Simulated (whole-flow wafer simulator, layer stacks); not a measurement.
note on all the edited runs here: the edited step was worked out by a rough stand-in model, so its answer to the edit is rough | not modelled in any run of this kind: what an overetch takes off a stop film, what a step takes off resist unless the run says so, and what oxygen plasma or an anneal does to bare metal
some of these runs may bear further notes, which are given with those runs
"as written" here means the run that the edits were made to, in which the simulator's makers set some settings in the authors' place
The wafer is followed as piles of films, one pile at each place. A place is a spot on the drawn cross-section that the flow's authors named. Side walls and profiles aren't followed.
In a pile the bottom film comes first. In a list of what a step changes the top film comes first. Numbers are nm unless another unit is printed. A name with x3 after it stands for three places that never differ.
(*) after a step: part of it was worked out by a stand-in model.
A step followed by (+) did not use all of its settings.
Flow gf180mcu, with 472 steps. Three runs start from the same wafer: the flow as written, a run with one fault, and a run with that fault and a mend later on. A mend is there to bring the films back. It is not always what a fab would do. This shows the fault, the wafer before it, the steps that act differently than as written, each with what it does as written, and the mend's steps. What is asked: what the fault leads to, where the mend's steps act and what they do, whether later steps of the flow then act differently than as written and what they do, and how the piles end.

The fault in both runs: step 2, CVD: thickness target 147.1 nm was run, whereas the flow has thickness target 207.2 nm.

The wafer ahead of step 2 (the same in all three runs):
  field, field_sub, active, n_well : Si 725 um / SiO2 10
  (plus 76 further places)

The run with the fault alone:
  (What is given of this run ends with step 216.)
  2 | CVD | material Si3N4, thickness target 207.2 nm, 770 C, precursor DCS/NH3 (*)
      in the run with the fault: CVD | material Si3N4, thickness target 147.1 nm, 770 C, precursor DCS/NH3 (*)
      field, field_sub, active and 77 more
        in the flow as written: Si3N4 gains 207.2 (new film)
        in the run with the fault: Si3N4 gains 147.1 (new film)
  Later steps of the flow acting differently than as written (not shown: 29 more steps that differ only slightly, by at most 2% or 0.5 nm, whichever is larger):
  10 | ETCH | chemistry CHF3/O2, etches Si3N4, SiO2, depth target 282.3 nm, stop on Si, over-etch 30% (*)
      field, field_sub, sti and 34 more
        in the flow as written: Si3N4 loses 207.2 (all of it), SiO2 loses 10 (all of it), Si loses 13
        in the run with the fault: Si3N4 loses 147.1 (all of it), SiO2 loses 10 (all of it), Si loses 25
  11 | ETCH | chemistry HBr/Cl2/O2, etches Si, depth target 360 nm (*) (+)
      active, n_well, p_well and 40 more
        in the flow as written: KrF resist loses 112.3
        in the run with the fault: KrF resist loses 108.3
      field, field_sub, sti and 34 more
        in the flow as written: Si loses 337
        in the run with the fault: Si loses 325
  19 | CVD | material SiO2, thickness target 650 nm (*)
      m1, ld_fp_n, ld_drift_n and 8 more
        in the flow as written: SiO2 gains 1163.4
        in the run with the fault: SiO2 gains 1103.3
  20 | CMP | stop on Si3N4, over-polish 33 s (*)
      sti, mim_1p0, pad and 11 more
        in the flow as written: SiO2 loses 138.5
        in the run with the fault: SiO2 loses 198.5
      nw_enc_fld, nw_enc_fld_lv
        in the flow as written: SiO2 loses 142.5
        in the run with the fault: SiO2 loses 202.6
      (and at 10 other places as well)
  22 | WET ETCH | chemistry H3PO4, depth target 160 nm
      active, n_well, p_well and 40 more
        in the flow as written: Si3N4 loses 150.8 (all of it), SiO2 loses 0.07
        in the run with the fault: Si3N4 loses 90.7 (all of it), SiO2 loses 0.54
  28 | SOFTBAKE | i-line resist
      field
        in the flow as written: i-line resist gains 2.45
        in the run with the fault: i-line resist loses 1.86
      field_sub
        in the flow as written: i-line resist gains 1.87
        in the run with the fault: i-line resist loses 1.45
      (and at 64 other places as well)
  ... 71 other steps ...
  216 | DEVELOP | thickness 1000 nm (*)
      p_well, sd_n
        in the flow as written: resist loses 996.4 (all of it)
        in the run with the fault: resist loses 937.5 (all of it)
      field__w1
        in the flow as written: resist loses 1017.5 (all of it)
        in the run with the fault: resist loses 1045.4 (all of it)
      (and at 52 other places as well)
  The piles after step 216 differ from the flow's at field, field__w1, field__w2 and 68 more by more than 2% or 0.5 nm, whichever is larger.
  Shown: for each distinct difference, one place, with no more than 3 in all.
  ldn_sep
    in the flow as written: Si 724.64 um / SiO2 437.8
    in the run with the fault: Si 724.64 um / SiO2 378.2
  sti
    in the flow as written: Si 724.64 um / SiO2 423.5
    in the run with the fault: Si 724.64 um / SiO2 363.9
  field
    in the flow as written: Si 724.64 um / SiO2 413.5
    in the run with the fault: Si 724.64 um / SiO2 353.9

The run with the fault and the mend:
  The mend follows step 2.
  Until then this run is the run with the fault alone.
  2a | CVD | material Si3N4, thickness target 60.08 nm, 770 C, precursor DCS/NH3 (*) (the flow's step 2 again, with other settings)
      field, field_sub, active and 77 more
        Si3N4 gains 60.1
  Later steps of the flow that are run all act as written at every place that is followed.
  The piles end the same as the flow's at every place that both follow.
